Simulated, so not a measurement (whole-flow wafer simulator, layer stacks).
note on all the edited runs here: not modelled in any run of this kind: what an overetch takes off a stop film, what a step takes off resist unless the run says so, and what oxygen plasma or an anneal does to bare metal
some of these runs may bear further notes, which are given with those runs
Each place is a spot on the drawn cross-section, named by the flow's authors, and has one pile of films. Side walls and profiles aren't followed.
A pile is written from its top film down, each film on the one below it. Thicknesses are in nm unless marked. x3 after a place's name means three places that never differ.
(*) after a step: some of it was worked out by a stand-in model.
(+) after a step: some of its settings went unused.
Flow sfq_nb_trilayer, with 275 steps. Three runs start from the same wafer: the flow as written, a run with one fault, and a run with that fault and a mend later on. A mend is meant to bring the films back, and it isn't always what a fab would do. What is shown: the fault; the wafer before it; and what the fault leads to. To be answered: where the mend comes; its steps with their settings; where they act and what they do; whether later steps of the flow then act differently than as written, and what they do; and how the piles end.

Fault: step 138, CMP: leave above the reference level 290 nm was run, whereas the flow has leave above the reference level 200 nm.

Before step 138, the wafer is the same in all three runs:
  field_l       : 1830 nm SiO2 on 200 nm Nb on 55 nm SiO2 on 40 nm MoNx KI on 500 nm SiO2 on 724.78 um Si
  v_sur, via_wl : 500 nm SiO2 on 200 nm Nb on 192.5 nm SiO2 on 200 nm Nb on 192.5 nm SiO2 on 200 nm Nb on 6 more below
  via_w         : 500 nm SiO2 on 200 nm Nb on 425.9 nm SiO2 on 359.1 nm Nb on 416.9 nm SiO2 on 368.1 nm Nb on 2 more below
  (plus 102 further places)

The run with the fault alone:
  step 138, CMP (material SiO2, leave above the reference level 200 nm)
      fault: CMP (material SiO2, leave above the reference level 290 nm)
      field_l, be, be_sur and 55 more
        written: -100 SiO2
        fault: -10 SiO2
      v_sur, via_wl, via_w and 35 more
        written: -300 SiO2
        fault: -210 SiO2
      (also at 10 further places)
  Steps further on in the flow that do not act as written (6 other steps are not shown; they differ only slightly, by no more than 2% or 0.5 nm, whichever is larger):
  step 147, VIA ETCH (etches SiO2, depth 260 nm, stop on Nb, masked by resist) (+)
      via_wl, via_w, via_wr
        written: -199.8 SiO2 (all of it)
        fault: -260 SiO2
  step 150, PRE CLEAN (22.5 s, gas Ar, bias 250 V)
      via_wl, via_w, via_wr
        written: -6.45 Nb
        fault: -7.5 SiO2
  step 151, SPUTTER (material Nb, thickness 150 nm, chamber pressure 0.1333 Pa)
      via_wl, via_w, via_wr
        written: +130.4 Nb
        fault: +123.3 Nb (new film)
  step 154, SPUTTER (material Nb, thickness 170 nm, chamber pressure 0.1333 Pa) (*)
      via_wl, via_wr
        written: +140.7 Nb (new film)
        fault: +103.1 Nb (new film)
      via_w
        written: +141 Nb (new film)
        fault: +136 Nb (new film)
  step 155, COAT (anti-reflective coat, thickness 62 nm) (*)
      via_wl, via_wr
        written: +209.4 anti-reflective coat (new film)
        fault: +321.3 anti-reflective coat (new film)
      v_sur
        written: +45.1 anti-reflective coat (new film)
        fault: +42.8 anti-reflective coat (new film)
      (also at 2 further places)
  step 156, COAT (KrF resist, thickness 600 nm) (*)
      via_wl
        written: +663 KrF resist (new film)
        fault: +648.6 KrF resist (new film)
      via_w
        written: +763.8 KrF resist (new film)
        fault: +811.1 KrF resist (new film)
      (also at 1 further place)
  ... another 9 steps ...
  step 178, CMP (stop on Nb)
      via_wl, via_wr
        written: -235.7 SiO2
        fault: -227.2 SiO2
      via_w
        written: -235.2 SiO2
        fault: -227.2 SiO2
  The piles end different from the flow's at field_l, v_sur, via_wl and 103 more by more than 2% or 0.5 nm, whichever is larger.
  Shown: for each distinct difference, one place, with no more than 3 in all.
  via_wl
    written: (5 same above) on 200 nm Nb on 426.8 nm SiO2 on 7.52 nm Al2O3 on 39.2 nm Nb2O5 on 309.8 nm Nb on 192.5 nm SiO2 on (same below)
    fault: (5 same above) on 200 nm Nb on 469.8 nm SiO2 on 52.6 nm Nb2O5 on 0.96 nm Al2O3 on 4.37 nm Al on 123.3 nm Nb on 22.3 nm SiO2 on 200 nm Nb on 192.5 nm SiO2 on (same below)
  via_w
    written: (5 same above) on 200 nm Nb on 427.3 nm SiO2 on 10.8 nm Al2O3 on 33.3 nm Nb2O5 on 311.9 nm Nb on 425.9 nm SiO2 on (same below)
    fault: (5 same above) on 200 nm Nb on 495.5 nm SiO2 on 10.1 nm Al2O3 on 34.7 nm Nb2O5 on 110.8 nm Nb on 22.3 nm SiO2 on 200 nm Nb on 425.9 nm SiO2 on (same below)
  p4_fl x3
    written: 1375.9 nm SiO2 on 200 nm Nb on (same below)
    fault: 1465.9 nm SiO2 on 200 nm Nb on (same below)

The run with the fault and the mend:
  After step 145 comes the mend.
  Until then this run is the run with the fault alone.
  step 145a, STRIP (over-ash 65%, gas O2, power 200 W) (*)
      field_l, v_sur, via_sp and 100 more
        -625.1 KrF resist (all of it), -62 anti-reflective coat (all of it)
      via_wl, via_w, via_wr
        -62 anti-reflective coat (all of it)
  step 145b, CMP (material SiO2, leave above the reference level 200 nm) (a further turn of the flow's step 138)
      field_l, v_sur, via_wl and 103 more
        -90 SiO2
  step 145c, COAT (anti-reflective coat, thickness 62 nm) (a further turn of the flow's step 140)
      field_l, v_sur, via_wl and 103 more
        +62 anti-reflective coat (new film)
  step 145d, COAT (KrF resist, thickness 650 nm) (a further turn of the flow's step 141)
      field_l, v_sur, via_wl and 103 more
        +650 KrF resist (new film)
  step 145e, SOFTBAKE (KrF resist) (a further turn of the flow's step 142)
      alters no film at any place that is followed
  step 145f, EXPOSE (photomask I4, dose 11.93 mJ/cm2, NA 0.6, wavelength 248 nm) (*) (a further turn of the flow's step 143)
      alters no film at any place that is followed
  step 145g, PEB (KrF resist, 90 s) (a further turn of the flow's step 144)
      field_l, v_sur, via_wl and 103 more
        -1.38 KrF resist
  step 145h, DEVELOP (KrF resist, thickness 650 nm, 60 s) (a further turn of the flow's step 145)
      field_l, v_sur, via_sp and 100 more
        -23.5 KrF resist
      via_wl, via_w, via_wr
        -648.6 KrF resist (all of it)
  Every later step of the flow that is run acts as written at every place that is followed.
  At every place that both follow, the piles at the end match the flow's.
